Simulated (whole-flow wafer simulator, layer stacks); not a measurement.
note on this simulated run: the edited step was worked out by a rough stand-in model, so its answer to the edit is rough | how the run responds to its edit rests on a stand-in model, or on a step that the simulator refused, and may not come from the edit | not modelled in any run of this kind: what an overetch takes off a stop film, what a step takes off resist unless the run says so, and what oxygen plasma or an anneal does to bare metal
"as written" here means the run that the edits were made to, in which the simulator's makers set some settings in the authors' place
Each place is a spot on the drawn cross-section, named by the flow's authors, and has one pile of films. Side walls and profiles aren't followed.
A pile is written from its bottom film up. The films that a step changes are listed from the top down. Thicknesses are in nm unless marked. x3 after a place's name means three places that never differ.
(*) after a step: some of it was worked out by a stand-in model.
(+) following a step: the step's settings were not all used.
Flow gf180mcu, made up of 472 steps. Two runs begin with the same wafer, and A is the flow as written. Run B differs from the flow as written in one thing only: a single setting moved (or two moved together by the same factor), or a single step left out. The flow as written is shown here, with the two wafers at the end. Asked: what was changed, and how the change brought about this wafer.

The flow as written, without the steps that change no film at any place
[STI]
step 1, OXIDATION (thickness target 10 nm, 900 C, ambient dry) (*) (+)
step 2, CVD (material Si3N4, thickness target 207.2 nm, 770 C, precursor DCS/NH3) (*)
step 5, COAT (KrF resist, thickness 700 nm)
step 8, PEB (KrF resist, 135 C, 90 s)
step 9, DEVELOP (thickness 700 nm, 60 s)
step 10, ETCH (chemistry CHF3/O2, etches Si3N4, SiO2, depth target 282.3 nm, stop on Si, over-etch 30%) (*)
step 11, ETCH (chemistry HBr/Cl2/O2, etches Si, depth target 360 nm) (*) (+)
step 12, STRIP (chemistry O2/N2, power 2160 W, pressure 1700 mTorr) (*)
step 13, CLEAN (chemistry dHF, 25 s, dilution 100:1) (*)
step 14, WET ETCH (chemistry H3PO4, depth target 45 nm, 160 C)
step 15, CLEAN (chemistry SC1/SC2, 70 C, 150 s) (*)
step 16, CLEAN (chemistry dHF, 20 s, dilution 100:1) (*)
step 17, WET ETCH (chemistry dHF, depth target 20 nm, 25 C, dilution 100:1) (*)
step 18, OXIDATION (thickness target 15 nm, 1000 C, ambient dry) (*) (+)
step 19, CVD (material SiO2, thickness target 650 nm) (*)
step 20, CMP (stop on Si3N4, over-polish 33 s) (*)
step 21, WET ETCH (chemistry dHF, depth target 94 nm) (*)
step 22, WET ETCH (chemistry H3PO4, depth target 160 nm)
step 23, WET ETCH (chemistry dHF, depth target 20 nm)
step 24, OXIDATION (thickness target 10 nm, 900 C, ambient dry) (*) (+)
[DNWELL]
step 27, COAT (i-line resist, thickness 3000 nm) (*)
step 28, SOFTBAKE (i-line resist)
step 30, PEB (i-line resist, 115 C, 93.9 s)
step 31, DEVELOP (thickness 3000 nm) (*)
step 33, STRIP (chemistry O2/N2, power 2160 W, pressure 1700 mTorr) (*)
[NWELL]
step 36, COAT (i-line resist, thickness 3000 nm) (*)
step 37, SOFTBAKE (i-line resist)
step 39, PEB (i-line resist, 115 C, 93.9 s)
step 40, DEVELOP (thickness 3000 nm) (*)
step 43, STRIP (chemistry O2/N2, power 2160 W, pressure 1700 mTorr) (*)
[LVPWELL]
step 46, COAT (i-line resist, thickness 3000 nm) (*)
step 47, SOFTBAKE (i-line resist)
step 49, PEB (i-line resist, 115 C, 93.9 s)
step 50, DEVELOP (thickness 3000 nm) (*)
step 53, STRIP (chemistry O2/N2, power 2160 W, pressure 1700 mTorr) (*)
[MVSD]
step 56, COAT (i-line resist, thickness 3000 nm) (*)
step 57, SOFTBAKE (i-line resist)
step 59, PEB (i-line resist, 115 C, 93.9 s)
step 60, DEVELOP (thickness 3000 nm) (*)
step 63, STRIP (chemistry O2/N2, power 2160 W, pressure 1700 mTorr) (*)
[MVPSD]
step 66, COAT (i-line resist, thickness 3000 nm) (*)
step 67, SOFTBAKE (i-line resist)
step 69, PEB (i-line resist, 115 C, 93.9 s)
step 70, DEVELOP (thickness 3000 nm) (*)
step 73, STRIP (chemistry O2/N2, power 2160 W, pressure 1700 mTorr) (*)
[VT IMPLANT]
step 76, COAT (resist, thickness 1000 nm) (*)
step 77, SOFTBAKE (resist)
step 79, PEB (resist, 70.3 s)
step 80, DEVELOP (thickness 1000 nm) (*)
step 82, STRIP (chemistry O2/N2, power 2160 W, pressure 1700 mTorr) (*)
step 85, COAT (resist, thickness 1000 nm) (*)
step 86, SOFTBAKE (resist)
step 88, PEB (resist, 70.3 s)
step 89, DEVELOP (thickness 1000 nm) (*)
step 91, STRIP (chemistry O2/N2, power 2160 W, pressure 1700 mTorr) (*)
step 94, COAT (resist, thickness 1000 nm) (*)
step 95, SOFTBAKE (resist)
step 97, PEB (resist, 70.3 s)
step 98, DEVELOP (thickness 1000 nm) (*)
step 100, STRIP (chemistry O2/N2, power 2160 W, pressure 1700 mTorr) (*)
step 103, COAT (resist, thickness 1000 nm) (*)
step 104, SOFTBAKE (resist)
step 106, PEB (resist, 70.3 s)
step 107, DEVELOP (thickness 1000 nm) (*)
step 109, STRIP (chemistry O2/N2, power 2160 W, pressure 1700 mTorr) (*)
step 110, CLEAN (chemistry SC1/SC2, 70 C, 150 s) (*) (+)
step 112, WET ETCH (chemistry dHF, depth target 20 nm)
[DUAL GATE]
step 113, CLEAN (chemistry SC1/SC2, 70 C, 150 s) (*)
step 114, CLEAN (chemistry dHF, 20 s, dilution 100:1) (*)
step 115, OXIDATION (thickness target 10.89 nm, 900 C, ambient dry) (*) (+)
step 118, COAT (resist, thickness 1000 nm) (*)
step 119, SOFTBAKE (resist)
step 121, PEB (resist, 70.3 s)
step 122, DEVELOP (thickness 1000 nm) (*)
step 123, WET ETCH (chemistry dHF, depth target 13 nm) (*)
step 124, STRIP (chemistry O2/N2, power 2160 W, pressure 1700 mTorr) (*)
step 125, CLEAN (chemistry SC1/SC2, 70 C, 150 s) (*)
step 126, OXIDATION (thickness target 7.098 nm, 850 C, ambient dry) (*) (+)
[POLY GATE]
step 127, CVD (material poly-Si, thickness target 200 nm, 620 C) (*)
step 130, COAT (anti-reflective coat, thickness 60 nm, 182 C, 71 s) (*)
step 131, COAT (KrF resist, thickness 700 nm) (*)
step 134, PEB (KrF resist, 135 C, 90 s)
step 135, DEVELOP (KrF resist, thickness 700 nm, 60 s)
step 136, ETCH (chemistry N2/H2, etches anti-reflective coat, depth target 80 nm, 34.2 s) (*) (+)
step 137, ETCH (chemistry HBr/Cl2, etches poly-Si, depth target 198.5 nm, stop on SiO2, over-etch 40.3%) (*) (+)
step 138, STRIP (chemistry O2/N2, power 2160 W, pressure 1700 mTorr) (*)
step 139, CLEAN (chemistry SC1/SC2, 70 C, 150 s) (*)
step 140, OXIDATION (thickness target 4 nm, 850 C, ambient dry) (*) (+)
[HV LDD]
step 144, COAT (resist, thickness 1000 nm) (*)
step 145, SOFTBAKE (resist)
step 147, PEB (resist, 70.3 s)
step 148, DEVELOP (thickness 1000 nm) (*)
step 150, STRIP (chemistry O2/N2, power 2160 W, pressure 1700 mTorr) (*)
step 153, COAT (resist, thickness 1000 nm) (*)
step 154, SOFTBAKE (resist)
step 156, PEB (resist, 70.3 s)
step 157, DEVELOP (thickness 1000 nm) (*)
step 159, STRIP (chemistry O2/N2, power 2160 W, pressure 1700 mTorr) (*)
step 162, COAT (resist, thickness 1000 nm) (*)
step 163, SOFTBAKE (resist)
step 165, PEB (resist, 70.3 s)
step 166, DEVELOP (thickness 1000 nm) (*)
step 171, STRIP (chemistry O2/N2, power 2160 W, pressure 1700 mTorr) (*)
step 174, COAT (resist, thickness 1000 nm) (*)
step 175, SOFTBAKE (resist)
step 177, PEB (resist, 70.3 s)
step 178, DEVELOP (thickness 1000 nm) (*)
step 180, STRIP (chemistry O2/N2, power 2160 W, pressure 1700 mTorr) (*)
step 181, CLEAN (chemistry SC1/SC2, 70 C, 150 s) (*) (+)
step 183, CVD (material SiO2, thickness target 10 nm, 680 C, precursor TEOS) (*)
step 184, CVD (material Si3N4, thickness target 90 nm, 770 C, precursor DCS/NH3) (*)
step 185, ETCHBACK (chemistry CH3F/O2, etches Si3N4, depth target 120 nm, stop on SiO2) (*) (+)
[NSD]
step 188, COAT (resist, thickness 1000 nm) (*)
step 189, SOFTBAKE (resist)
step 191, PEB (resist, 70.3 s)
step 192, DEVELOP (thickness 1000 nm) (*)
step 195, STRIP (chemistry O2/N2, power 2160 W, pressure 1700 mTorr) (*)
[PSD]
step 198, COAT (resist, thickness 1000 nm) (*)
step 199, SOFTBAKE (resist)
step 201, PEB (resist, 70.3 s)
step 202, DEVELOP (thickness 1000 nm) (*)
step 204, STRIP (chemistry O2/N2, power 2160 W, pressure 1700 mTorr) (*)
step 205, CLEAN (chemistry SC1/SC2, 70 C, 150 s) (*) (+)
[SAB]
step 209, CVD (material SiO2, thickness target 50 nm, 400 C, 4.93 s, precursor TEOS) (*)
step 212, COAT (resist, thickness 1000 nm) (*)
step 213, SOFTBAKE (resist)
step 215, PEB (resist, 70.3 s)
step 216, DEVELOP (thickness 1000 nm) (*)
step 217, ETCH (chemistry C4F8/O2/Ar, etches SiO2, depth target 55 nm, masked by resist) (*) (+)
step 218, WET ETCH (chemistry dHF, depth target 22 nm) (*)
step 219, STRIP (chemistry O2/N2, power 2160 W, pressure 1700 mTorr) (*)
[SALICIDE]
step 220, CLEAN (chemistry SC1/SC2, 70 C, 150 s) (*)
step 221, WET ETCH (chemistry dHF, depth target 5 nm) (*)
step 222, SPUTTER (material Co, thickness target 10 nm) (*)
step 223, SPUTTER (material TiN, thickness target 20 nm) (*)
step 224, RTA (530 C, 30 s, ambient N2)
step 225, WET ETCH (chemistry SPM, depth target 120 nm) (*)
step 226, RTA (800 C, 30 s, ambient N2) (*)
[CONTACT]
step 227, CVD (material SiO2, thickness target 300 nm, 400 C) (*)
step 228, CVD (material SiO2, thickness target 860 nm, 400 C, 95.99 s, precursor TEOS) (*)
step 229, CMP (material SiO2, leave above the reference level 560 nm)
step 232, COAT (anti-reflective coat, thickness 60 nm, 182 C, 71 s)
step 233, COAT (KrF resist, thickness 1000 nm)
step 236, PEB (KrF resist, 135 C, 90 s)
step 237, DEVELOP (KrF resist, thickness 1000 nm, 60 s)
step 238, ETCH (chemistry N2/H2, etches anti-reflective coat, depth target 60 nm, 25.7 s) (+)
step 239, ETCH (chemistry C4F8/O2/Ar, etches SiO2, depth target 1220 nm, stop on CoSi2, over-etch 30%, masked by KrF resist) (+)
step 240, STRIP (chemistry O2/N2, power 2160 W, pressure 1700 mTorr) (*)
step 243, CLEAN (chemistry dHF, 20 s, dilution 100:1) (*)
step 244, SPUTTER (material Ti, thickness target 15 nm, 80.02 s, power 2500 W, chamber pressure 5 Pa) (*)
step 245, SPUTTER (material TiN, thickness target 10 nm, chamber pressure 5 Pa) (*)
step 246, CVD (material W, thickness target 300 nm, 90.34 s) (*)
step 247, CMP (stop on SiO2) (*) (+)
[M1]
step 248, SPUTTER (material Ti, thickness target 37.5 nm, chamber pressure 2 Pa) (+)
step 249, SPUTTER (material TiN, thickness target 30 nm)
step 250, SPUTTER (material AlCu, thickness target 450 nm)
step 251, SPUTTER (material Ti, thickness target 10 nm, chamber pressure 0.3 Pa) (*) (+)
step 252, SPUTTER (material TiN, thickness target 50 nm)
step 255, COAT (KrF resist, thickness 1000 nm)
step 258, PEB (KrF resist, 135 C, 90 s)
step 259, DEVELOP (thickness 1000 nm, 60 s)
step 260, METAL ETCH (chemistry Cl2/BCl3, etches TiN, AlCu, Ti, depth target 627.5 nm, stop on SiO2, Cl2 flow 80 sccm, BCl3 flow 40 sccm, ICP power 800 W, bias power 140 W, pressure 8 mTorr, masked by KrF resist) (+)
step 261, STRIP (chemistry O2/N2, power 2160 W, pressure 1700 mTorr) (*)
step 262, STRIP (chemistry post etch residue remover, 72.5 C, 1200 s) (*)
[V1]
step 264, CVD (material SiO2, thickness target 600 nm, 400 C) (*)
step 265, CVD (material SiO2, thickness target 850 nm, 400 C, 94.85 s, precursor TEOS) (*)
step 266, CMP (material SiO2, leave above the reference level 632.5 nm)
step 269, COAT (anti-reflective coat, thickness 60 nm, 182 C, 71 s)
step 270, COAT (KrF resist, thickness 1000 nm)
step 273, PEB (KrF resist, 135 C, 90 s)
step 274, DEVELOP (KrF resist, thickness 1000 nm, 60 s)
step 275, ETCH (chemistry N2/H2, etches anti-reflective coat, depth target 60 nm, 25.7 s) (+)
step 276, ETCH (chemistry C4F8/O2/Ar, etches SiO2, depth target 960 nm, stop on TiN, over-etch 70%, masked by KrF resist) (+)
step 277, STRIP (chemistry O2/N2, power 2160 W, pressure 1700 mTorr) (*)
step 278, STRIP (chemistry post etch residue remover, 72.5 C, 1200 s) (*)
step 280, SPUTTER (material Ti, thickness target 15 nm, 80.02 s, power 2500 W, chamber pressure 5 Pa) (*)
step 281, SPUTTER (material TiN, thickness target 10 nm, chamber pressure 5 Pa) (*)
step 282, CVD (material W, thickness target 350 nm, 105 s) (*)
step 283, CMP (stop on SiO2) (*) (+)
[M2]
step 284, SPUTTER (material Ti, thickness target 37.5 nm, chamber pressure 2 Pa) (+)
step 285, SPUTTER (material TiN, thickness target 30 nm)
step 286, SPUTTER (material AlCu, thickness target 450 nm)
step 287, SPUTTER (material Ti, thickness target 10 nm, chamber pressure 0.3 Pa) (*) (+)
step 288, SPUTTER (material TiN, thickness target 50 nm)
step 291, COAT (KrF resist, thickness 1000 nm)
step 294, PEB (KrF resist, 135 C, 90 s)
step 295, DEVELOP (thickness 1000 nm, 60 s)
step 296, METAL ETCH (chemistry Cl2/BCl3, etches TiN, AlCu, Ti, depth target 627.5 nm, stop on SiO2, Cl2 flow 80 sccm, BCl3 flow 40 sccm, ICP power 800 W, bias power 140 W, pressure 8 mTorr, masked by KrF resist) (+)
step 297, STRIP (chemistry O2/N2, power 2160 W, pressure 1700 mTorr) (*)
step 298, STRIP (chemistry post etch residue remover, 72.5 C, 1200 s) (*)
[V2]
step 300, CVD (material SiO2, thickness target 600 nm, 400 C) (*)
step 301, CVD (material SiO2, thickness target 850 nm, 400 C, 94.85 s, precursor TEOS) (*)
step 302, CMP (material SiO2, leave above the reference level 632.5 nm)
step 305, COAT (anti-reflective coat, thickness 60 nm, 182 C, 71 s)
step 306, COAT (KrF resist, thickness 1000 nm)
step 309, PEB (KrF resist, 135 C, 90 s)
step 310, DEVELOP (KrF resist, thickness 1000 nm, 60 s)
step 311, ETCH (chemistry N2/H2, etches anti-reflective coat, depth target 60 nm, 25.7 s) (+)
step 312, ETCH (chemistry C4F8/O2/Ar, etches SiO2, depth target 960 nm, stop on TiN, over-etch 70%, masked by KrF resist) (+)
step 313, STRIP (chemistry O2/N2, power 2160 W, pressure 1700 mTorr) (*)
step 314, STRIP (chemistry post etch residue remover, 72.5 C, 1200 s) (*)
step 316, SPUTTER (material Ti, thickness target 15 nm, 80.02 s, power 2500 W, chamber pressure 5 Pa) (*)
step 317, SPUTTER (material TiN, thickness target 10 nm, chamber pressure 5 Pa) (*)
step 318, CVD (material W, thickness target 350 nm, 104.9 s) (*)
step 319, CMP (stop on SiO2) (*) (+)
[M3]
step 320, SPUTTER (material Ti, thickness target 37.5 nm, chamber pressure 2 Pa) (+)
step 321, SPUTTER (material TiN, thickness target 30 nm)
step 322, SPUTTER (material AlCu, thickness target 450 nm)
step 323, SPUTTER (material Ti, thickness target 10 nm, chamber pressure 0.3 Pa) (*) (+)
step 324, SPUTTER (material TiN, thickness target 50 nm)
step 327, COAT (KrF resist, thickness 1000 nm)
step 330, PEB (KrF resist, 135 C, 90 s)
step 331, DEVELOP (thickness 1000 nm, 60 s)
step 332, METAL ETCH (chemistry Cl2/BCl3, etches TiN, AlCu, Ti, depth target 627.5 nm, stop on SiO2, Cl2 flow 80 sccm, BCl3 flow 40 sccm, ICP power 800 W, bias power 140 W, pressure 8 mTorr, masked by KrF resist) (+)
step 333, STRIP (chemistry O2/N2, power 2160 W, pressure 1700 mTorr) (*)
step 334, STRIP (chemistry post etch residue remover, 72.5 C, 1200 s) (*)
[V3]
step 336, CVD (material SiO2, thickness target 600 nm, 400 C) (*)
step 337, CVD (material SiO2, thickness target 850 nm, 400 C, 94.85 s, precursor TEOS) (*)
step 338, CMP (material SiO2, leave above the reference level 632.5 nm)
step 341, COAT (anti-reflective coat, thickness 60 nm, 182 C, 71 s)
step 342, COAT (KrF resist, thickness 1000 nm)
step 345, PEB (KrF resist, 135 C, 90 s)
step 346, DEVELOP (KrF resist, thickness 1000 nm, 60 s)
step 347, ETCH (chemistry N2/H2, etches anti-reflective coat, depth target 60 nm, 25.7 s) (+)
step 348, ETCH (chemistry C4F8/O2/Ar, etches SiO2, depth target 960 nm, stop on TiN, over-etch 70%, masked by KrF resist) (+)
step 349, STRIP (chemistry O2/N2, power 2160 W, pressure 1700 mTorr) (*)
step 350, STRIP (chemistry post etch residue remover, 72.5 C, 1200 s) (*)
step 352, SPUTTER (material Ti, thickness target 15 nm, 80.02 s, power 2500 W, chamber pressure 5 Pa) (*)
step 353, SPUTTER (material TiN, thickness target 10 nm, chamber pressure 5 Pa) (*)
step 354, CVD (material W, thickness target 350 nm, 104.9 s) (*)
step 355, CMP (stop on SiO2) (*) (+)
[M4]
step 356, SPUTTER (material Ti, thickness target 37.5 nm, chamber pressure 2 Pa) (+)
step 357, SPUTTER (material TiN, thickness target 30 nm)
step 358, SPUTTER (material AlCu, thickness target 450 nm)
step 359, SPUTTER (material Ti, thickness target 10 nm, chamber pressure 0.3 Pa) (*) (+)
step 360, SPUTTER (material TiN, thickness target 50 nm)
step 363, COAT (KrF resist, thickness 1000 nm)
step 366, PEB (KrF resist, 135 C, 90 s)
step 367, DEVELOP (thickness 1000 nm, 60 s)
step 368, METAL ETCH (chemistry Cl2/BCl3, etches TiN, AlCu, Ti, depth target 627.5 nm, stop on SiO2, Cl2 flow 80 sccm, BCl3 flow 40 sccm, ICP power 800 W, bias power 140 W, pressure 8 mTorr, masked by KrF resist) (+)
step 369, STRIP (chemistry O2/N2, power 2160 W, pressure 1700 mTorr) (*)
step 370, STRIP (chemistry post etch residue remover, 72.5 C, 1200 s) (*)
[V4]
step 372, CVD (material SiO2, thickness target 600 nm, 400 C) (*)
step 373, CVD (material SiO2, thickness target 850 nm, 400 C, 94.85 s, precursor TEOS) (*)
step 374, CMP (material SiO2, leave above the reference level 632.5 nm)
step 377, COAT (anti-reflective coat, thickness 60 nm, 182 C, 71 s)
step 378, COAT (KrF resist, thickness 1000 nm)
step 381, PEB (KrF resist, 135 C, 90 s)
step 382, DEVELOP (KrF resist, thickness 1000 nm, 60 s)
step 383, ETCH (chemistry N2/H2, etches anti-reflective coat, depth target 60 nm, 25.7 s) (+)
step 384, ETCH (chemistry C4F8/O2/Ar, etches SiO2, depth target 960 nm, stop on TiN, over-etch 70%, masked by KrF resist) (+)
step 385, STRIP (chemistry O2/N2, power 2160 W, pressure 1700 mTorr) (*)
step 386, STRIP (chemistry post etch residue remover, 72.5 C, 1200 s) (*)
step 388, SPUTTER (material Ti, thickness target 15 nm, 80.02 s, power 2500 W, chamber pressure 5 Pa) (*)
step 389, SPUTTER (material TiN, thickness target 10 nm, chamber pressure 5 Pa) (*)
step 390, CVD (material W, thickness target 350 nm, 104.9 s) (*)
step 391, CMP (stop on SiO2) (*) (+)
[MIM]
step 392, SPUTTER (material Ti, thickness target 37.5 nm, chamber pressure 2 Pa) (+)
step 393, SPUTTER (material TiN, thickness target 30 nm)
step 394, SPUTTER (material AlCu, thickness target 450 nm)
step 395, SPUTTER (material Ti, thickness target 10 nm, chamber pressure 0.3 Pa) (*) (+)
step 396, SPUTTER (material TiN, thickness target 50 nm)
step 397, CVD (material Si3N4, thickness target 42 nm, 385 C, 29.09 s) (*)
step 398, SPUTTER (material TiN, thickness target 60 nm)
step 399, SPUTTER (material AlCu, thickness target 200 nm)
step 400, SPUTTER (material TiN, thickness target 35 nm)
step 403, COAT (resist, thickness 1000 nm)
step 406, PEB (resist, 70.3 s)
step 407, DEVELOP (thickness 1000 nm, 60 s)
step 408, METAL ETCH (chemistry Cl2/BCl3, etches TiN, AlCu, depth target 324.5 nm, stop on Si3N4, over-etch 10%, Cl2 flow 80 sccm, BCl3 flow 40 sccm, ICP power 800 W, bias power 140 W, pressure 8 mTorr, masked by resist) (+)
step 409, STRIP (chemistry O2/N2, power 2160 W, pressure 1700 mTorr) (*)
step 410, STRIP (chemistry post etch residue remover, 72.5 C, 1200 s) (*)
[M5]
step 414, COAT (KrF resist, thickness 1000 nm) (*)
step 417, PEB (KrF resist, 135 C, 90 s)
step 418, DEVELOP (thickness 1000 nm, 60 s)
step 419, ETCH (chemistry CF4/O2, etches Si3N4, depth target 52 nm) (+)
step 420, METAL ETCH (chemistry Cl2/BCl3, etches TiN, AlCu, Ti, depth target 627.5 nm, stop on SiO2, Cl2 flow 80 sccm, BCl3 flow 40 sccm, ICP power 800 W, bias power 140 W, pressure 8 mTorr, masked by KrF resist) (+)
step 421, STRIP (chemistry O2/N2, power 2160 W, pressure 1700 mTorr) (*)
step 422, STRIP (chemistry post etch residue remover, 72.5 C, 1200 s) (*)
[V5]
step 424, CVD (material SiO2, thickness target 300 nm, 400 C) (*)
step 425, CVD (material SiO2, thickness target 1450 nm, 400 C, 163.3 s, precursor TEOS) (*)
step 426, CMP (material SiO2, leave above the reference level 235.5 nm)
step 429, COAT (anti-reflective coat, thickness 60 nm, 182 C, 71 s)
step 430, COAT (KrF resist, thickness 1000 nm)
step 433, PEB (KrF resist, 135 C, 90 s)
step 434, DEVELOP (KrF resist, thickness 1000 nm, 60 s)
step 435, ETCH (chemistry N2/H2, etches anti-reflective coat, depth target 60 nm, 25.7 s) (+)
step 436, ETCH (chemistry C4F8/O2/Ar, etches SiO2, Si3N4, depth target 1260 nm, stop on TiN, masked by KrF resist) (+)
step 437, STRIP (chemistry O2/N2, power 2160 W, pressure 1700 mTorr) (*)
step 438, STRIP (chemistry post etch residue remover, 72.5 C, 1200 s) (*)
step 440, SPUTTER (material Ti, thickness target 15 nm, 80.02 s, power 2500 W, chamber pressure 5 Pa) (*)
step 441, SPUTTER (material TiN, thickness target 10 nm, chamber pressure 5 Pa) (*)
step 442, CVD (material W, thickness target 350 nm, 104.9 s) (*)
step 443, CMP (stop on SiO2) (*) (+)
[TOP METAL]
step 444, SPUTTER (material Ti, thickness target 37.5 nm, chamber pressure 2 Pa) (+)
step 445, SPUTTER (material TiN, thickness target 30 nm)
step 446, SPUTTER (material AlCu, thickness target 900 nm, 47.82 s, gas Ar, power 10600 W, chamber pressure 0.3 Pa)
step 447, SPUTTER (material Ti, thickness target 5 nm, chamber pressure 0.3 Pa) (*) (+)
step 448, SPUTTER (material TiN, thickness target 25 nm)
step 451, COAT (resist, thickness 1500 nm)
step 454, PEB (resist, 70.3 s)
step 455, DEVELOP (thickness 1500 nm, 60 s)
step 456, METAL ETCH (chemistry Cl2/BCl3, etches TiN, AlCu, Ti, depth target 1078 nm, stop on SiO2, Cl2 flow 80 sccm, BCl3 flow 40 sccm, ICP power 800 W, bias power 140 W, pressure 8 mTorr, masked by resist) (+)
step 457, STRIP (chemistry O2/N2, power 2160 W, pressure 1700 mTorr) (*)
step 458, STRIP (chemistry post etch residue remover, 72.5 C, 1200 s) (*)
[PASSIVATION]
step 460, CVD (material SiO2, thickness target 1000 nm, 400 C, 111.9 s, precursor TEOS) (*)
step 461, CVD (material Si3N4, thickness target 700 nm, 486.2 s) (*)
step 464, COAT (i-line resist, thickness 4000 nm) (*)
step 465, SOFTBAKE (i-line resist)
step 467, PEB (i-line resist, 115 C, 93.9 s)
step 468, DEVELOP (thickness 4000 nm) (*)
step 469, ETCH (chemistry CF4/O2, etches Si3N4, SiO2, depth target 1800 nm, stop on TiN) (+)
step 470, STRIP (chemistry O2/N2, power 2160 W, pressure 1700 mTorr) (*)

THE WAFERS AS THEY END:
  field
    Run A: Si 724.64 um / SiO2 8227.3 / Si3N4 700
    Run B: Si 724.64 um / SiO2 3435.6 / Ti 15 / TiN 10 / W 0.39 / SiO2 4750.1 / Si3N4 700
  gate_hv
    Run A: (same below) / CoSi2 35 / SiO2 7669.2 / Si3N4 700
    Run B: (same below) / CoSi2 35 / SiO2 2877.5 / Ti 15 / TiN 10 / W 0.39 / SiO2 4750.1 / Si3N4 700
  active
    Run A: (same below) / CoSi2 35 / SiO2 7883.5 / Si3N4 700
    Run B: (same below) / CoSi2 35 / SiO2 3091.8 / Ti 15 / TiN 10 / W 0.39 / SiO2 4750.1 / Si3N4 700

The reason: step 301, CVD: thickness target 484 nm was run, while the flow as written has thickness target 850 nm; step 301, CVD: 54.07 s was run, where the flow has 94.85 s.

How this came from the change, step by step:
  step 301, CVD (material SiO2, thickness target 850 nm, 400 C, 94.85 s, precursor TEOS) (*)
      field, field__w1, field__w2 and 108 more: A +850 SiO2 | B +492.4 SiO2
  step 302, CMP (material SiO2, leave above the reference level 632.5 nm)
      field, field__w1, field__w2 and 103 more: A -300 SiO2 | B nothing
      field__w8, contact, m1, m1__w1, m1_nw: A -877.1 SiO2 | B -519.4 SiO2
  step 305, COAT (anti-reflective coat, thickness 60 nm, 182 C, 71 s)
      field: A +60 anti-reflective coat (new film) | B +82.9 anti-reflective coat (new film)
      field__w8: A +60 anti-reflective coat (new film) | B +28.9 anti-reflective coat (new film)
      (also at 11 further places)
  step 306, COAT (KrF resist, thickness 1000 nm)
      m1: A +1000 KrF resist (new film) | B +978.4 KrF resist (new film)
      m1_nw: A +1000 KrF resist (new film) | B +976.2 KrF resist (new film)
  step 311, ETCH (chemistry N2/H2, etches anti-reflective coat, depth target 60 nm, 25.7 s) (+)
      contact: A -60 anti-reflective coat (all of it), -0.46 SiO2 | B -31 anti-reflective coat (all of it), -1.21 SiO2
  step 313, STRIP (chemistry O2/N2, power 2160 W, pressure 1700 mTorr) (*)
      field: A -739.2 KrF resist (all of it), -60 anti-reflective coat (all of it) | B -728.2 KrF resist (all of it), -82.9 anti-reflective coat (all of it)
      field__w8: A -739.2 KrF resist (all of it), -60 anti-reflective coat (all of it) | B -733.1 KrF resist (all of it), -28.9 anti-reflective coat (all of it)
      (also at 12 further places)
  step 318, CVD (material W, thickness target 350 nm, 104.9 s) (*)
      contact: A +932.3 W (new film) | B +874.1 W (new film)
  step 319, CMP (stop on SiO2) (*) (+)
      field, field__w1, field__w2 and 103 more: A -350 W (all of it), -10 TiN (all of it), -15 Ti (all of it), -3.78 SiO2 | B -337.4 W
      field__w8, m1, m1__w1, m1_nw: A -350 W (all of it), -10 TiN (all of it), -15 Ti (all of it), -3.78 SiO2 | B -350 W (all of it), -10 TiN (all of it), -15 Ti (all of it), -20 SiO2
      (also at 1 further place)
  step 332, METAL ETCH (chemistry Cl2/BCl3, etches TiN, AlCu, Ti, depth target 627.5 nm, stop on SiO2, Cl2 flow 80 sccm, BCl3 flow 40 sccm, ICP power 800 W, bias power 140 W, pressure 8 mTorr, masked by KrF resist) (+)
      field, field__w1, field__w2 and 103 more: A -50 TiN (all of it), -10 Ti (all of it), -450 AlCu (all of it), -30 TiN (all of it), -37.5 Ti (all of it) | B -50 TiN (all of it), -10 Ti (all of it), -450 AlCu (all of it), -30 TiN (all of it), -37.5 Ti (all of it), -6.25 W
  step 334, STRIP (chemistry post etch residue remover, 72.5 C, 1200 s) (*)
      field, field__w1, field__w2 and 103 more: A nothing | B -6.01 W
  step 336, CVD (material SiO2, thickness target 600 nm, 400 C) (*)
      field, field__w1, field__w2 and 103 more: A +600 SiO2 | B +600 SiO2 (new film)
  step 338, CMP (material SiO2, leave above the reference level 632.5 nm)
      field, field__w1, field__w2 and 103 more: A -300 SiO2 | B -287.7 SiO2
If metal films that touch count as one body, field has 1 body; the flow as written gives 0 bodies.
If metal films that touch count as one body, gate_hv has 2 bodies (between them, from the top down: SiO2 2877.5); the flow as written gives 1 body.
If metal films that touch count as one body, active has 2 bodies (between them, from the top down: SiO2 3091.8); the flow as written gives 1 body.
